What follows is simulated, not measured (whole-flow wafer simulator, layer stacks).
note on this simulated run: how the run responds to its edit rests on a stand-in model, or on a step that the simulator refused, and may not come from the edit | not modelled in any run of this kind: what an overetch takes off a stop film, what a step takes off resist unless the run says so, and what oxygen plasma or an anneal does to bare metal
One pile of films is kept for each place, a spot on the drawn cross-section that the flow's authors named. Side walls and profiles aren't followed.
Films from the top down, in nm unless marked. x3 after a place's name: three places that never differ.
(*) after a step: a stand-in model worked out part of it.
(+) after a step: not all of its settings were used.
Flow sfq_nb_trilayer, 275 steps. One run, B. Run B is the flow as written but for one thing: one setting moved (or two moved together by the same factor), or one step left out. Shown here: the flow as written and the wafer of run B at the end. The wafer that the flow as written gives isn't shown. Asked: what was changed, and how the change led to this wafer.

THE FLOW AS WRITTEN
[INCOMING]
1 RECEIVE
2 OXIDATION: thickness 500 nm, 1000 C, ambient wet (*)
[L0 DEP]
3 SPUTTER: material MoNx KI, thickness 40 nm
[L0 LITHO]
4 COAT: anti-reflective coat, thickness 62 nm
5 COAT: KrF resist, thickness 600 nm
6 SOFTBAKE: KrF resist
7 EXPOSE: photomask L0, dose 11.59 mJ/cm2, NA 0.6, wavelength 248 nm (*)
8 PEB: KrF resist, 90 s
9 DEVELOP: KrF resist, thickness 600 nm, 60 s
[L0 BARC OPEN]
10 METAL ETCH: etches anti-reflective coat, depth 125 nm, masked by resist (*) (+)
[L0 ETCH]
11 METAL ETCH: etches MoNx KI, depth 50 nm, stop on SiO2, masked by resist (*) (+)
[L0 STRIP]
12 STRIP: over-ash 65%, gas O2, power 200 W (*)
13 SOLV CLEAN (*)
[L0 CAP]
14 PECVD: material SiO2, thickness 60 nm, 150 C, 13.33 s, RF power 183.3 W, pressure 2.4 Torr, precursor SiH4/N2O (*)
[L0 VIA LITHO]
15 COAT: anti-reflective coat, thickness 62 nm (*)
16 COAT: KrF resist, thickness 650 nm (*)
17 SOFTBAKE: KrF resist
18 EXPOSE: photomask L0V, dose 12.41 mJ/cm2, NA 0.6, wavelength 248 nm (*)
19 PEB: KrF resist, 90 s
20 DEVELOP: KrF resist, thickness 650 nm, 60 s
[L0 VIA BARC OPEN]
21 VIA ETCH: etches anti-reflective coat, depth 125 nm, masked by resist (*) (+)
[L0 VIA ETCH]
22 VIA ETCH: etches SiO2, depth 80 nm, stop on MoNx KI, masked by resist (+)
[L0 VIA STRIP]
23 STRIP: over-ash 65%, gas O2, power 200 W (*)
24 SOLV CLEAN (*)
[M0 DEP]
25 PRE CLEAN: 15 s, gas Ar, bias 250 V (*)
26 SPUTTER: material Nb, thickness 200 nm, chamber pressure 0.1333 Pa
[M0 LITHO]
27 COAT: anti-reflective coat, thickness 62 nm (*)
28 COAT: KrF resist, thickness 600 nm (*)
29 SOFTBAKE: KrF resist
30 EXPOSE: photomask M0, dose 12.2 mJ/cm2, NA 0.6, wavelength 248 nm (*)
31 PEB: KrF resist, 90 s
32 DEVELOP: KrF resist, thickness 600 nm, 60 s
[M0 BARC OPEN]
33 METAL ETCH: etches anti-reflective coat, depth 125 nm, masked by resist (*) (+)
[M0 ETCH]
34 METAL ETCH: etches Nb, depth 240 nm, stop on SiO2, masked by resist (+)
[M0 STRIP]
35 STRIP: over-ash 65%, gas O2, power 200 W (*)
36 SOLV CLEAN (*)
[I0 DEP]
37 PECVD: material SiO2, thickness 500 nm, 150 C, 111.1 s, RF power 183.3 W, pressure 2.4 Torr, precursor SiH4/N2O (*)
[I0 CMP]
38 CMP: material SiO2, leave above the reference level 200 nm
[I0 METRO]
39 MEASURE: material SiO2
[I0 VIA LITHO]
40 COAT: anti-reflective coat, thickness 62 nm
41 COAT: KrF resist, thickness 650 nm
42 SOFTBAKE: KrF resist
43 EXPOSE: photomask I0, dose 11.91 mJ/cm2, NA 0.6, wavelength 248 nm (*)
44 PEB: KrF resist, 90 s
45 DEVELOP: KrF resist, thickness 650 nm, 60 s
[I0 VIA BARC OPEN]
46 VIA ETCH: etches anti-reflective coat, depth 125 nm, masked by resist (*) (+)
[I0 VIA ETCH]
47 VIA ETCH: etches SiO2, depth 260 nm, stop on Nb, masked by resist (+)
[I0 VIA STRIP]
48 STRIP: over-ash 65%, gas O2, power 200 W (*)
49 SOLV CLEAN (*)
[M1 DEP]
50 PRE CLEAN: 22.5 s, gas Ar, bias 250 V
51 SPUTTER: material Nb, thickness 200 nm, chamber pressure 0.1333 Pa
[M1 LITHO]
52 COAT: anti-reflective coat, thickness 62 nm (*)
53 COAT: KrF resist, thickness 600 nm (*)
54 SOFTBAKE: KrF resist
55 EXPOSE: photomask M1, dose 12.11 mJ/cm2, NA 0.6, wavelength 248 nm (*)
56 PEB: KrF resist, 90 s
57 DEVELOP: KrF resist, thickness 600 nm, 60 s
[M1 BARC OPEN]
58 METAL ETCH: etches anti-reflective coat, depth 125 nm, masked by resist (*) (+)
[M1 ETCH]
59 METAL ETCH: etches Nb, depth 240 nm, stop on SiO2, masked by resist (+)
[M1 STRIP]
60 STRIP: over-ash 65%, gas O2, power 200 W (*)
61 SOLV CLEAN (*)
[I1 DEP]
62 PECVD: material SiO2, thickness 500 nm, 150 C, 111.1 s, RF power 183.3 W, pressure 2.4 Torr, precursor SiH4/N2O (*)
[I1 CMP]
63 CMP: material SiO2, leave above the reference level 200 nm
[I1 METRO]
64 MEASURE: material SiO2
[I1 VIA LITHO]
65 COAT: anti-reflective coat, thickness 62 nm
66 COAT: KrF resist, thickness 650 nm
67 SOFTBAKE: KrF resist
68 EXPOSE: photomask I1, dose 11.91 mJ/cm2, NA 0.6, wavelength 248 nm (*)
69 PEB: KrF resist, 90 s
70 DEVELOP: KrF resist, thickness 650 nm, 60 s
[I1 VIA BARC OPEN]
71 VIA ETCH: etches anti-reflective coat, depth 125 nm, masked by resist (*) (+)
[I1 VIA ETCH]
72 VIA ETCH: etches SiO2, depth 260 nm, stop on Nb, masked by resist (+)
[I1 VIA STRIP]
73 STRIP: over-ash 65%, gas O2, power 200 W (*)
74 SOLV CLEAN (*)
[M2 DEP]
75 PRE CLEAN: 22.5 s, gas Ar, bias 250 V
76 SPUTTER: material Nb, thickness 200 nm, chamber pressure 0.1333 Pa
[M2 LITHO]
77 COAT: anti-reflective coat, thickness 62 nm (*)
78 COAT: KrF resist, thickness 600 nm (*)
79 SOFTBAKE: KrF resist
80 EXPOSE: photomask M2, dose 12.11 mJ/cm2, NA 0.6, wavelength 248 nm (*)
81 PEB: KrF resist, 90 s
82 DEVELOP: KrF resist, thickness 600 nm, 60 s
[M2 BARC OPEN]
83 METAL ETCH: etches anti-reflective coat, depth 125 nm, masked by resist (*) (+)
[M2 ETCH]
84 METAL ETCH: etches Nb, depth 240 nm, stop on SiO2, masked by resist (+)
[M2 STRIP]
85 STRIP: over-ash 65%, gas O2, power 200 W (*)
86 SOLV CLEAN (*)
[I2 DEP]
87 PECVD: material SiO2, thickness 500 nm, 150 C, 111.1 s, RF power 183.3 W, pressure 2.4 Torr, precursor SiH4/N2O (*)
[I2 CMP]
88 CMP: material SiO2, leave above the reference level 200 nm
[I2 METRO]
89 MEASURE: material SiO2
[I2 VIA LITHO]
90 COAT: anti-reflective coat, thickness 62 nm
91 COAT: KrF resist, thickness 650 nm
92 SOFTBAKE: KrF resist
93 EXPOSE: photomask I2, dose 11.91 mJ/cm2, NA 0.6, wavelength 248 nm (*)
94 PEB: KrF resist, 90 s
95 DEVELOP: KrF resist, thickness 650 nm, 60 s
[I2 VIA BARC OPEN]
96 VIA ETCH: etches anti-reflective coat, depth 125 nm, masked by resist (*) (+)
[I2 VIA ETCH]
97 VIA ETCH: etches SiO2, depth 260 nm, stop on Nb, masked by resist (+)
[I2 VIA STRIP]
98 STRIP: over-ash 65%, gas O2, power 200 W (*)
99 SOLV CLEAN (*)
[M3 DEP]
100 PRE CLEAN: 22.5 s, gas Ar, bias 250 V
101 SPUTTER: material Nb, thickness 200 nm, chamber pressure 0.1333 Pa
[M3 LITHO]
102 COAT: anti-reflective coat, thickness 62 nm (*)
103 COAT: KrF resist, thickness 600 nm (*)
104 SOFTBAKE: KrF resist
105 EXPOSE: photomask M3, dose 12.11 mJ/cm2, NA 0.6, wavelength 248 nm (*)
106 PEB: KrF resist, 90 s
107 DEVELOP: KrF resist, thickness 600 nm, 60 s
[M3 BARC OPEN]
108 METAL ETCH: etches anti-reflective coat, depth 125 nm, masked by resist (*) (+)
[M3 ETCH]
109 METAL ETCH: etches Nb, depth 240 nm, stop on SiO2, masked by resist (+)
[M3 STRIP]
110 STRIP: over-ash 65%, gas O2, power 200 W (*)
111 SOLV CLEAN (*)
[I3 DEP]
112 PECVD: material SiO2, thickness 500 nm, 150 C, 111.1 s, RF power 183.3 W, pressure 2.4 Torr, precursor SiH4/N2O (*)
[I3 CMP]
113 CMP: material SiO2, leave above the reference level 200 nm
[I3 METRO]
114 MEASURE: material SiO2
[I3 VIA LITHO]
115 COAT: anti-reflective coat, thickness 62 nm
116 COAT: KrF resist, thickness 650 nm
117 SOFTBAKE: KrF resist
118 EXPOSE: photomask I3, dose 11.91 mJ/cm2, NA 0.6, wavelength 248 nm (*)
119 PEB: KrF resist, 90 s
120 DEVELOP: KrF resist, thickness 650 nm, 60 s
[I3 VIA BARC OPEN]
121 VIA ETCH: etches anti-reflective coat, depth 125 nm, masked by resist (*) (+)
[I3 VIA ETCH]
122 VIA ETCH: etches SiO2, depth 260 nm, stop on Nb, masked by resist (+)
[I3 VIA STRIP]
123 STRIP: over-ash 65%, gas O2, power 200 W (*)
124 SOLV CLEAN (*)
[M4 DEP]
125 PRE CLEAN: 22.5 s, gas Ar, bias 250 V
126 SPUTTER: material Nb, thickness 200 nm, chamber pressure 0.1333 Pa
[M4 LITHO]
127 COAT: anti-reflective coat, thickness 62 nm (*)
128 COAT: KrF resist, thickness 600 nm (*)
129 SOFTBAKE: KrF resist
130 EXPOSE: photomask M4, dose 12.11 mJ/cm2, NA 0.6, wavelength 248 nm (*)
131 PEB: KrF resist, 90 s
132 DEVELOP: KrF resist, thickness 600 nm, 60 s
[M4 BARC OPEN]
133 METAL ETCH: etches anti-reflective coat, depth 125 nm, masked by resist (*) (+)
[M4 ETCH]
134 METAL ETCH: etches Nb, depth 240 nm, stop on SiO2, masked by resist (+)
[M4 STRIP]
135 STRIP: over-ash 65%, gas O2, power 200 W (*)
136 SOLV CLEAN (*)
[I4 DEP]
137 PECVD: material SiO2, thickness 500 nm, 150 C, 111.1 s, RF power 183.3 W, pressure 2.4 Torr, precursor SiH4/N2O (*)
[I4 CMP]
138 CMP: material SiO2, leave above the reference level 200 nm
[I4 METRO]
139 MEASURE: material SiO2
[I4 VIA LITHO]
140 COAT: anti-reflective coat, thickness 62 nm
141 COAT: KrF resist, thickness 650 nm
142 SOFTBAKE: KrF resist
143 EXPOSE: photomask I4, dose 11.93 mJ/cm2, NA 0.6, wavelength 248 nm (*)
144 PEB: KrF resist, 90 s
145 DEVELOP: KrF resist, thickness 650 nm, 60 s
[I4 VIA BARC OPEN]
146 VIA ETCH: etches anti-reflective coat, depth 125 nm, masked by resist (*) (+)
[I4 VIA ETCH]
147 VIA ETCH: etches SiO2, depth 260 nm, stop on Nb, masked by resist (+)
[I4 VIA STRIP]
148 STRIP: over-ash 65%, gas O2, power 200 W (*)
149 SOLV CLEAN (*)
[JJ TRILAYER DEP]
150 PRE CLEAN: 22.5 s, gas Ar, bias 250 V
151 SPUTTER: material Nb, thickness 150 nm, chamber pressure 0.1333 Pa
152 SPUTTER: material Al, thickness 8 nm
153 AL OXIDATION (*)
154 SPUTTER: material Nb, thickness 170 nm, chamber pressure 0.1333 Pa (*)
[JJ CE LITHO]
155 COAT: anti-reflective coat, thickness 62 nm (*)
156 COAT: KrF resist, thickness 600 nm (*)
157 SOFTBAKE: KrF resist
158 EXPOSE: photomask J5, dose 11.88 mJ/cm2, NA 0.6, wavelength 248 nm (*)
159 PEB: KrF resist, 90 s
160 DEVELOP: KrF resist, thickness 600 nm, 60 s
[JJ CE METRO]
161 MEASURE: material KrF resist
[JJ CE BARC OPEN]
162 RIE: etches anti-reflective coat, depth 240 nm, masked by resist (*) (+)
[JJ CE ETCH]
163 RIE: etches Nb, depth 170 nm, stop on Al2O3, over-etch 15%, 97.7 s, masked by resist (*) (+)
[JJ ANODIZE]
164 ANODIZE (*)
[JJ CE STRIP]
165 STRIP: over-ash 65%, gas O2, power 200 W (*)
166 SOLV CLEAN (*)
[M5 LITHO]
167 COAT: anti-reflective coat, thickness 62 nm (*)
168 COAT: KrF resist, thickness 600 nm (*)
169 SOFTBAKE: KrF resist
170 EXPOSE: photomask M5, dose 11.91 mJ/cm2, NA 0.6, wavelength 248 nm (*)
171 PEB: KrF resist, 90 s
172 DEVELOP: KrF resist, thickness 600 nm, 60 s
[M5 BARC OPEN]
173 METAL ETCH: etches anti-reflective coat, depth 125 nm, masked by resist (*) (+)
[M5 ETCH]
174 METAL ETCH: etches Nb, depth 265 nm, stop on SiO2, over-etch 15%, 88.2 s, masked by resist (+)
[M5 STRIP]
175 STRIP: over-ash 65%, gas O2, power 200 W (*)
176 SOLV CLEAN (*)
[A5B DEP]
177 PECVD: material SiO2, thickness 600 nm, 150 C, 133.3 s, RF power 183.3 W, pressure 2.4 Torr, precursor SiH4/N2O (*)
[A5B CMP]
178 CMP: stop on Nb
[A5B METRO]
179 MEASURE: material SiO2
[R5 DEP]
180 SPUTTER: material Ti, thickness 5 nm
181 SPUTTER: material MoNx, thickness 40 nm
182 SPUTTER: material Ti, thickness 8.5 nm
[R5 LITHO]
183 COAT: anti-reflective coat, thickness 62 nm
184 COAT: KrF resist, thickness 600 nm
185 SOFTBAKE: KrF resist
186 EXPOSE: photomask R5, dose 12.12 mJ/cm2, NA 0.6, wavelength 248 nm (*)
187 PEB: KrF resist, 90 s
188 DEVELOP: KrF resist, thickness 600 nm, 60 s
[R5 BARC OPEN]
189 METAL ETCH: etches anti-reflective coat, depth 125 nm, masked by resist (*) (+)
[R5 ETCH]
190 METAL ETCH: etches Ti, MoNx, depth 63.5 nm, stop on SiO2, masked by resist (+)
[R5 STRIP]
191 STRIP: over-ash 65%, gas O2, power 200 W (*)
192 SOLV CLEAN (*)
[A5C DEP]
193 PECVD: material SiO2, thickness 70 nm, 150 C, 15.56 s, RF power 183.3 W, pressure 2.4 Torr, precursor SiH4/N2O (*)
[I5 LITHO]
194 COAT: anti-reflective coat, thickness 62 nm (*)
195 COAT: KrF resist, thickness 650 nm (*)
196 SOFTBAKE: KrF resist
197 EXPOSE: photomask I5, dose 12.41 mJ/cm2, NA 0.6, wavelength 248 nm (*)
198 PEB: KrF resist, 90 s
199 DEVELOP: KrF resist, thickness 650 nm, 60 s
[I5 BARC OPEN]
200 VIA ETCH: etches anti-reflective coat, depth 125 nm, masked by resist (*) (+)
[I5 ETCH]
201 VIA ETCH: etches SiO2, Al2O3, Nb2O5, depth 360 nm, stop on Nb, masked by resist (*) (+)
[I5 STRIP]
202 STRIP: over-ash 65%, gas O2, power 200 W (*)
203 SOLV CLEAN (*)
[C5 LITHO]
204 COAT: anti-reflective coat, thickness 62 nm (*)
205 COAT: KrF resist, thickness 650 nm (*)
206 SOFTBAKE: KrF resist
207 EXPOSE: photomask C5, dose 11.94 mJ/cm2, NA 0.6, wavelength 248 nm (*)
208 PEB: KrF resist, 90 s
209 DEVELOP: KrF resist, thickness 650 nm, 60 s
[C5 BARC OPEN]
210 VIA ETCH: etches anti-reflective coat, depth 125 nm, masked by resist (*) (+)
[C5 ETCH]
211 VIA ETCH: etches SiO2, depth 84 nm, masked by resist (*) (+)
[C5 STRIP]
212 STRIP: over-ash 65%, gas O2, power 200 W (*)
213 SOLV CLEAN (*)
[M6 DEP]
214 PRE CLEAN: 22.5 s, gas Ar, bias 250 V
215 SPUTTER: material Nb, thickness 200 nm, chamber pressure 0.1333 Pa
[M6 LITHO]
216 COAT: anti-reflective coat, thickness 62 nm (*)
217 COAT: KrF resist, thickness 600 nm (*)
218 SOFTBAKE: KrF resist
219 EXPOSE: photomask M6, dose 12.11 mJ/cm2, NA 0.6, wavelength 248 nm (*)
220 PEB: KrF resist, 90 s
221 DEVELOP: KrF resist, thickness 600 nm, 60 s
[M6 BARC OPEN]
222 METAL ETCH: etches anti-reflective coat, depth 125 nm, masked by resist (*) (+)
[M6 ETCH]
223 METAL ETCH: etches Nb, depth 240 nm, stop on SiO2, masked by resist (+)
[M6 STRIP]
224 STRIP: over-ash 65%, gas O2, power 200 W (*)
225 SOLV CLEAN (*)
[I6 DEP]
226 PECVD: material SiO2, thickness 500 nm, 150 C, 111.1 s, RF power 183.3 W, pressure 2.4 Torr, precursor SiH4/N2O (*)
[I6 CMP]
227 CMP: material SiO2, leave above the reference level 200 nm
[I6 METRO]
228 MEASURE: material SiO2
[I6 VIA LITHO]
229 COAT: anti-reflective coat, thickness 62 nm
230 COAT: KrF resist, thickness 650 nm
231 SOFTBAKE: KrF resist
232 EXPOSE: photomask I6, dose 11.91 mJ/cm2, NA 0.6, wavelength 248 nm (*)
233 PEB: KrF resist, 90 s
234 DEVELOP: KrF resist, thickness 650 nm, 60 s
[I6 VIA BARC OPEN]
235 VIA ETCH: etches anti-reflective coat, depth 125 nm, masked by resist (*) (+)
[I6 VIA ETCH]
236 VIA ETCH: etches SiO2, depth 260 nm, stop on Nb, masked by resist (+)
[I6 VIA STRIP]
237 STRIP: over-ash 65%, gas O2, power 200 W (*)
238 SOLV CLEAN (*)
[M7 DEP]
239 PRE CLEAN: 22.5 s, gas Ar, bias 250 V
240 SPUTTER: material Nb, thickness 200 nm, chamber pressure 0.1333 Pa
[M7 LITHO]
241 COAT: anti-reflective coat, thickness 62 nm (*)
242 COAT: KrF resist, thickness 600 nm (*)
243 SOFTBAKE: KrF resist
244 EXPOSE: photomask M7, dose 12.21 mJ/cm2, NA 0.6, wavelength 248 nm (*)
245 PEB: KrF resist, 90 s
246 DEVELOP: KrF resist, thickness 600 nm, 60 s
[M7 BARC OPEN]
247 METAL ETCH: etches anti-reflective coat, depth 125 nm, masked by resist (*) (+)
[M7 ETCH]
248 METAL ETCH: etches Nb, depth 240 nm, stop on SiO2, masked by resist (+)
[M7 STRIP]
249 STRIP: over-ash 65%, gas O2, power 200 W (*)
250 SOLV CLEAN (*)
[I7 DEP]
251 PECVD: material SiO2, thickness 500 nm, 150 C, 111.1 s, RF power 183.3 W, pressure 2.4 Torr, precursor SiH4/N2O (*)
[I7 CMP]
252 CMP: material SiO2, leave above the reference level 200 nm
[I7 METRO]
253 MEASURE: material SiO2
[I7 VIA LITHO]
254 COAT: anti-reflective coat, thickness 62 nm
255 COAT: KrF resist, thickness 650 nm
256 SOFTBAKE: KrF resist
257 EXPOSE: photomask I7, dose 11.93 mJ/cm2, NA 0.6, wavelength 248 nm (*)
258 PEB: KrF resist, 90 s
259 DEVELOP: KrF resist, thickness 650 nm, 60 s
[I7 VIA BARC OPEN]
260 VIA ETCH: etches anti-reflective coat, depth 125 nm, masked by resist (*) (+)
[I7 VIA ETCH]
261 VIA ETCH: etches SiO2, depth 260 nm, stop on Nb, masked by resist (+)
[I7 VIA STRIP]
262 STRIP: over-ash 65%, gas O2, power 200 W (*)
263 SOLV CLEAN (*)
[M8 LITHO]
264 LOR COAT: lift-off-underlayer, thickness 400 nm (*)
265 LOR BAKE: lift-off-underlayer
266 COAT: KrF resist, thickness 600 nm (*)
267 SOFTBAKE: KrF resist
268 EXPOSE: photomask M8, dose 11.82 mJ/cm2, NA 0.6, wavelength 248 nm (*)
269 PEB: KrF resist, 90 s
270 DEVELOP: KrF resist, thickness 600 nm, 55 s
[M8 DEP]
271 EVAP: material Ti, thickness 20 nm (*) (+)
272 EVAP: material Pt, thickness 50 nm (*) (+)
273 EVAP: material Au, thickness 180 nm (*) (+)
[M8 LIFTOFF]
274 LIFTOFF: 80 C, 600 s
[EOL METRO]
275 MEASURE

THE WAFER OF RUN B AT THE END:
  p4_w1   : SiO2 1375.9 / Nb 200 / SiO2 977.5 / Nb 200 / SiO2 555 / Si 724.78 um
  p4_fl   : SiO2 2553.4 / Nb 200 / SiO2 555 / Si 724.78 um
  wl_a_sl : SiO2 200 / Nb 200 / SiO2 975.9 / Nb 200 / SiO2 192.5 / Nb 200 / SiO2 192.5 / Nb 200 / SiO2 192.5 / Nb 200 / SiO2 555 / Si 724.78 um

The cause: step 126, SPUTTER: material Nb, thickness 200 nm, chamber pressure 0.1333 Pa, was left out.

How the change led to this, step by step:
  127 COAT: anti-reflective coat, thickness 62 nm (*)
      via_v: anti-reflective coat +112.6 (new film) (as written it would be: anti-reflective coat +124.8 (new film))
      wire: anti-reflective coat +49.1 (new film) (as written it would be: anti-reflective coat +50.2 (new film))
  128 COAT: KrF resist, thickness 600 nm (*)
      via_v: KrF resist +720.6 (new film) (as written it would be: KrF resist +739.8 (new film))
  134 METAL ETCH: etches Nb, depth 240 nm, stop on SiO2, masked by resist (+)
      field_l, be, be_sur and 64 more: nothing (as written it would be: Nb -200 (all of it))
  135 STRIP: over-ash 65%, gas O2, power 200 W (*)
      via_v: KrF resist -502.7 (all of it), anti-reflective coat -112.6 (all of it) (as written it would be: KrF resist -521.8 (all of it), anti-reflective coat -124.8 (all of it))
      wire: KrF resist -377.2 (all of it), anti-reflective coat -49.1 (all of it) (as written it would be: KrF resist -374.5 (all of it), anti-reflective coat -50.2 (all of it))
  137 PECVD: material SiO2, thickness 500 nm, 150 C, 111.1 s, RF power 183.3 W, pressure 2.4 Torr, precursor SiH4/N2O (*)
      v_sur, via_wl, via_w and 35 more: SiO2 +500 (as written it would be: SiO2 +500 (new film))
      p3_s0, p3_s1, p3_s2, p3_s3, p3_s4, p3_s5: SiO2 +500 (as written it would be: SiO2 +557.1)
      (and at 1 more place)
  138 CMP: material SiO2, leave above the reference level 200 nm
      field_l, be, be_sur and 55 more: SiO2 -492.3 (as written it would be: SiO2 -100)
      v_sur, via_wl, via_w and 35 more: SiO2 -492.5 (as written it would be: SiO2 -300)
      (and at 10 more places)
  147 VIA ETCH: etches SiO2, depth 260 nm, stop on Nb, masked by resist (+)
      via_w: SiO2 -260 (as written it would be: SiO2 -199.8 (all of it))
  150 PRE CLEAN: 22.5 s, gas Ar, bias 250 V
      via_w: SiO2 -7.5 (as written it would be: Nb -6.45)
  151 SPUTTER: material Nb, thickness 150 nm, chamber pressure 0.1333 Pa
      via_w: Nb +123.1 (new film) (as written it would be: Nb +130.4)
  154 SPUTTER: material Nb, thickness 170 nm, chamber pressure 0.1333 Pa (*)
      via_w: Nb +130.2 (new film) (as written it would be: Nb +141 (new film))
  155 COAT: anti-reflective coat, thickness 62 nm (*)
      via_wl, via_wr: anti-reflective coat +141 (new film) (as written it would be: anti-reflective coat +209.4 (new film))
      v_sur: anti-reflective coat +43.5 (new film) (as written it would be: anti-reflective coat +45.1 (new film))
      (and at 2 more places)
  156 COAT: KrF resist, thickness 600 nm (*)
      via_wl: KrF resist +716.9 (new film) (as written it would be: KrF resist +663 (new film))
      via_w: KrF resist +820.2 (new film) (as written it would be: KrF resist +763.8 (new film))
      (and at 1 more place)
  160 DEVELOP: KrF resist, thickness 600 nm, 60 s
      via_wl: KrF resist -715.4 (all of it) (as written it would be: KrF resist -661.6 (all of it))
      via_w: KrF resist -818.4 (all of it) (as written it would be: KrF resist -762.1 (all of it))
      (and at 1 more place)
  162 RIE: etches anti-reflective coat, depth 240 nm, masked by resist (*) (+)
      ce_l, c5j, ce_r, wl_jj: KrF resist -141 (as written it would be: KrF resist -209.4)
      via_wl, via_wr: anti-reflective coat -141 (all of it) (as written it would be: anti-reflective coat -209.4 (all of it))
      (and at 3 more places)
  163 RIE: etches Nb, depth 170 nm, stop on Al2O3, over-etch 15%, 97.7 s, masked by resist (*) (+)
      via_w: Nb -130.2 (all of it), Al2O3 -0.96 (all of it) (as written it would be: Nb -141 (all of it), Al2O3 -0.96 (all of it))
  164 ANODIZE (*)
      via_w: Al2O3 +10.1 (new film), Nb2O5 +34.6 (new film), Al -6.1 (all of it), Nb -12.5 (as written it would be: Al2O3 +10.8 (new film), Nb2O5 +33.3 (new film), Al -6.54 (all of it), Nb -12)
  ... 5 more steps ...
  178 CMP: stop on Nb
      via_w: SiO2 -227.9 (as written it would be: SiO2 -235.2)
Counting metal films that touch as one body, p4_w1 has 2 bodies (between them, from the top down: SiO2 977.5); the flow as written gives 3 bodies (between them, from the top down: SiO2 192.5; SiO2 977.5).
Counting metal films that touch as one body, p4_fl has 1 body; the flow as written gives 2 bodies (between them, from the top down: SiO2 1370).
Counting metal films that touch as one body, wl_a_sl has 5 bodies (between them, from the top down: SiO2 975.9; SiO2 192.5; SiO2 192.5; SiO2 192.5); the flow as written gives 6 bodies (between them, from the top down: SiO2 975.9; SiO2 192.5; SiO2 192.5; SiO2 192.5; SiO2 192.5).
